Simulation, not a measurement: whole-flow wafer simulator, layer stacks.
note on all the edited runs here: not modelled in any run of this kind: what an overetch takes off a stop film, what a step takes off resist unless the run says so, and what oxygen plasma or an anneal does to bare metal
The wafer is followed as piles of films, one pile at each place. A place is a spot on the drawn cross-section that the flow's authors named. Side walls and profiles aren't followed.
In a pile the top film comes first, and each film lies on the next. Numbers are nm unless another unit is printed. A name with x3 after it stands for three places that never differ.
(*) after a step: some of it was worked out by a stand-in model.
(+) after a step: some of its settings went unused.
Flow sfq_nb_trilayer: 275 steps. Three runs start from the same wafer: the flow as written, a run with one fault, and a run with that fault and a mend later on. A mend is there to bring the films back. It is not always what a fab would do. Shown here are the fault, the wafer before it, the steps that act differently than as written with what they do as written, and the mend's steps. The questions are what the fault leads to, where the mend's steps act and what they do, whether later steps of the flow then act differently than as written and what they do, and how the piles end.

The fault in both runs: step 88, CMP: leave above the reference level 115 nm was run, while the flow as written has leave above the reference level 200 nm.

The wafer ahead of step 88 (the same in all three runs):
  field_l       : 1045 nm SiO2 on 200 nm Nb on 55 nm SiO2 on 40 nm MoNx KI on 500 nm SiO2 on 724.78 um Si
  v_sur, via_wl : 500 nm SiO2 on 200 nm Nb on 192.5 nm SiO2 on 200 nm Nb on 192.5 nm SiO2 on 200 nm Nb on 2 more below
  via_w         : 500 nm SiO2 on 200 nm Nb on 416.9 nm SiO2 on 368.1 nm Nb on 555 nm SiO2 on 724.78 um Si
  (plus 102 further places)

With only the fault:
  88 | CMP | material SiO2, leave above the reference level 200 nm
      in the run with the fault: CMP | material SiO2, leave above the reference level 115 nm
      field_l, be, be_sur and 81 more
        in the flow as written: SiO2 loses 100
        in the run with the fault: SiO2 loses 185
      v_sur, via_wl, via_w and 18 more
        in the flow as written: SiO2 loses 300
        in the run with the fault: SiO2 loses 385
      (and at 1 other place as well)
  Later steps of the flow acting differently than as written (3 other steps are not shown; they differ only slightly, by no more than 2% or 0.5 nm, whichever is larger):
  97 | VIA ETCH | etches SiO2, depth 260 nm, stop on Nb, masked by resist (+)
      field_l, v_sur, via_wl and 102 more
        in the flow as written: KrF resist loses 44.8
        in the run with the fault: KrF resist loses 29.7
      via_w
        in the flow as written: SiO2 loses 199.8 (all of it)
        in the run with the fault: SiO2 loses 114.8 (all of it)
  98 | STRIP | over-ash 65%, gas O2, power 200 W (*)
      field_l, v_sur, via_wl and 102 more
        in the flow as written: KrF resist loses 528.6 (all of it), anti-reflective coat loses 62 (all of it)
        in the run with the fault: KrF resist loses 543.7 (all of it), anti-reflective coat loses 62 (all of it)
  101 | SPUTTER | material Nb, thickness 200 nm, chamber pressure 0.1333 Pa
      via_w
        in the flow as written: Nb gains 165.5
        in the run with the fault: Nb gains 184.4
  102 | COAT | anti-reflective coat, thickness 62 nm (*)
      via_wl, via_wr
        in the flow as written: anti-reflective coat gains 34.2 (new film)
        in the run with the fault: anti-reflective coat gains 38.3 (new film)
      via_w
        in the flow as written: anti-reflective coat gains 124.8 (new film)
        in the run with the fault: anti-reflective coat gains 105.2 (new film)
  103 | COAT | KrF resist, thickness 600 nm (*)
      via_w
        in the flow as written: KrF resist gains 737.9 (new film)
        in the run with the fault: KrF resist gains 667.7 (new film)
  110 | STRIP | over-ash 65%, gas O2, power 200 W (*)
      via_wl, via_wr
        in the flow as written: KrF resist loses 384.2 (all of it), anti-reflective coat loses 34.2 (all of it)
        in the run with the fault: KrF resist loses 391 (all of it), anti-reflective coat loses 38.3 (all of it)
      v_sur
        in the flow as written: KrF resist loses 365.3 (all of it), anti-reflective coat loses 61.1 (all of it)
        in the run with the fault: KrF resist loses 373.3 (all of it), anti-reflective coat loses 60.4 (all of it)
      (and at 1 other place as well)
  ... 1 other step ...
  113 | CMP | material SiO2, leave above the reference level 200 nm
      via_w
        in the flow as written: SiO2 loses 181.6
        in the run with the fault: SiO2 loses 170.4
  The piles end different from the flow's at field_l, v_sur, via_wl and 103 more by more than 2% or 0.5 nm, whichever is larger.
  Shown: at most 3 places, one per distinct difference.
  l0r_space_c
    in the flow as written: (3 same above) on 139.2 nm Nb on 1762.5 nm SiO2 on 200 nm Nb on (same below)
    in the run with the fault: (3 same above) on 139.2 nm Nb on 1677.5 nm SiO2 on 200 nm Nb on (same below)
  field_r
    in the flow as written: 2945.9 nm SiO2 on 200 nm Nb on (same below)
    in the run with the fault: 2860.9 nm SiO2 on 200 nm Nb on (same below)
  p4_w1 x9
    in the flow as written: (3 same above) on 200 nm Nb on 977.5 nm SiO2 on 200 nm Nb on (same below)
    in the run with the fault: (3 same above) on 200 nm Nb on 892.5 nm SiO2 on 200 nm Nb on (same below)

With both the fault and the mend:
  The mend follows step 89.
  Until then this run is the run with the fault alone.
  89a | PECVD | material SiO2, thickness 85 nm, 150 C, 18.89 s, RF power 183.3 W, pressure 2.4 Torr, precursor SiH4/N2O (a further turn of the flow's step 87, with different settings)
      field_l, v_sur, via_wl and 103 more
        SiO2 gains 85
  Every later step of the flow that is run acts as written at every place that is followed.
  By the end, the piles equal the flow's at every place that both follow.
